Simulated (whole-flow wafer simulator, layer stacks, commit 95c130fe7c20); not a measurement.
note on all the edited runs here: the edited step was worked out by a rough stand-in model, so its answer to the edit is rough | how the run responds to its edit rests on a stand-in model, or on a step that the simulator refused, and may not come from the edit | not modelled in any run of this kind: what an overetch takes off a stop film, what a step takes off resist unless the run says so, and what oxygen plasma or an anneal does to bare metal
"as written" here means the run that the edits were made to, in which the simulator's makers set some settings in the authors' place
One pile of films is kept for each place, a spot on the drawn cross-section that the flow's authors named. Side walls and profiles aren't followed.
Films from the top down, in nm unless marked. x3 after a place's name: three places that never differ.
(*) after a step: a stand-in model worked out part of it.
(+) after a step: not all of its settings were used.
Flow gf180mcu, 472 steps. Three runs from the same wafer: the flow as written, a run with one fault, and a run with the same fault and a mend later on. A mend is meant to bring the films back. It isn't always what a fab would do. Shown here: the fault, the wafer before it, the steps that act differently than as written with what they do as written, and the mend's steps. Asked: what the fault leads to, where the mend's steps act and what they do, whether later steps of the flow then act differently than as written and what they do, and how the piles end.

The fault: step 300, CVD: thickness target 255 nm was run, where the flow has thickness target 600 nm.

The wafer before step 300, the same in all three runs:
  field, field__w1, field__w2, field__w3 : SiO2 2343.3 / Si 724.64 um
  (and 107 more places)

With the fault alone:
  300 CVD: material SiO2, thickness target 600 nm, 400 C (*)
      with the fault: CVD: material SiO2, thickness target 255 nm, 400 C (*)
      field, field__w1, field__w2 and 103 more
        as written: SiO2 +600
        with the fault: SiO2 +255
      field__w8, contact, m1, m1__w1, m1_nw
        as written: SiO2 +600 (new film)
        with the fault: SiO2 +255 (new film)
  Later steps of the flow that act differently than as written (10 more steps differ only slightly, by at most 2% or 0.5 nm, whichever is larger, and aren't shown):
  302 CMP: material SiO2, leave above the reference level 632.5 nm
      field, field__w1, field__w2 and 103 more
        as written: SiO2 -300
        with the fault: nothing
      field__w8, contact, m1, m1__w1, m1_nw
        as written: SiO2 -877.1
        with the fault: SiO2 -532.1
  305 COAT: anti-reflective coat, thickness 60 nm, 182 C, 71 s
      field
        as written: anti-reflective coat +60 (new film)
        with the fault: anti-reflective coat +77.9 (new film)
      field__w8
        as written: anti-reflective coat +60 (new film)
        with the fault: anti-reflective coat +34.8 (new film)
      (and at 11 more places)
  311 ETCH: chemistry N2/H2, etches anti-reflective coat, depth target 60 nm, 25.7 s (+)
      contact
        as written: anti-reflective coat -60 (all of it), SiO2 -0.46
        with the fault: anti-reflective coat -36.3 (all of it), SiO2 -1.07
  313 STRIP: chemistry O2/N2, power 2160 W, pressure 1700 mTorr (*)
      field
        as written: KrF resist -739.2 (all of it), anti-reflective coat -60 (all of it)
        with the fault: KrF resist -730.4 (all of it), anti-reflective coat -77.9 (all of it)
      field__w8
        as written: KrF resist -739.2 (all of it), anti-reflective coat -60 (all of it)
        with the fault: KrF resist -734.7 (all of it), anti-reflective coat -34.8 (all of it)
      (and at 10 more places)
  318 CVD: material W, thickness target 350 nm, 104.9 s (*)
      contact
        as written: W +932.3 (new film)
        with the fault: W +886.9 (new film)
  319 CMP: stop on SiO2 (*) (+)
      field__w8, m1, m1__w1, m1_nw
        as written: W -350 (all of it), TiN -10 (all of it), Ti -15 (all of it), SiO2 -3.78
        with the fault: W -350 (all of it), TiN -10 (all of it), Ti -15 (all of it), SiO2 -5.52
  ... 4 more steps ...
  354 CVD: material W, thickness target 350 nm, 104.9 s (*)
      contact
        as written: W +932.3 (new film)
        with the fault: W +975.7 (new film)
  At the end the piles differ from the flow's by more than 2% or 0.5 nm, whichever is larger, at contact.
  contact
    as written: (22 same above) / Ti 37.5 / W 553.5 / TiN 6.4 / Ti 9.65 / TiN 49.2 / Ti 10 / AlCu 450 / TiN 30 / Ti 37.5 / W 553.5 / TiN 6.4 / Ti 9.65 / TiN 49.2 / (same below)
    with the fault: (22 same above) / Ti 37.5 / W 596.9 / TiN 6.5 / Ti 9.41 / TiN 49.2 / Ti 10 / AlCu 450 / TiN 30 / Ti 37.5 / W 508.1 / TiN 6.58 / Ti 9.91 / TiN 49.2 / (same below)

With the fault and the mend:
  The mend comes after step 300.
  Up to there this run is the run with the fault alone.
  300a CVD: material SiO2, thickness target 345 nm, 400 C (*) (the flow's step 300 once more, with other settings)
      field, field__w1, field__w2 and 108 more
        SiO2 +345
  No later step of the flow acts differently than as written at any place that is followed.
  At the end the piles are the same as the flow's at every place that both follow.
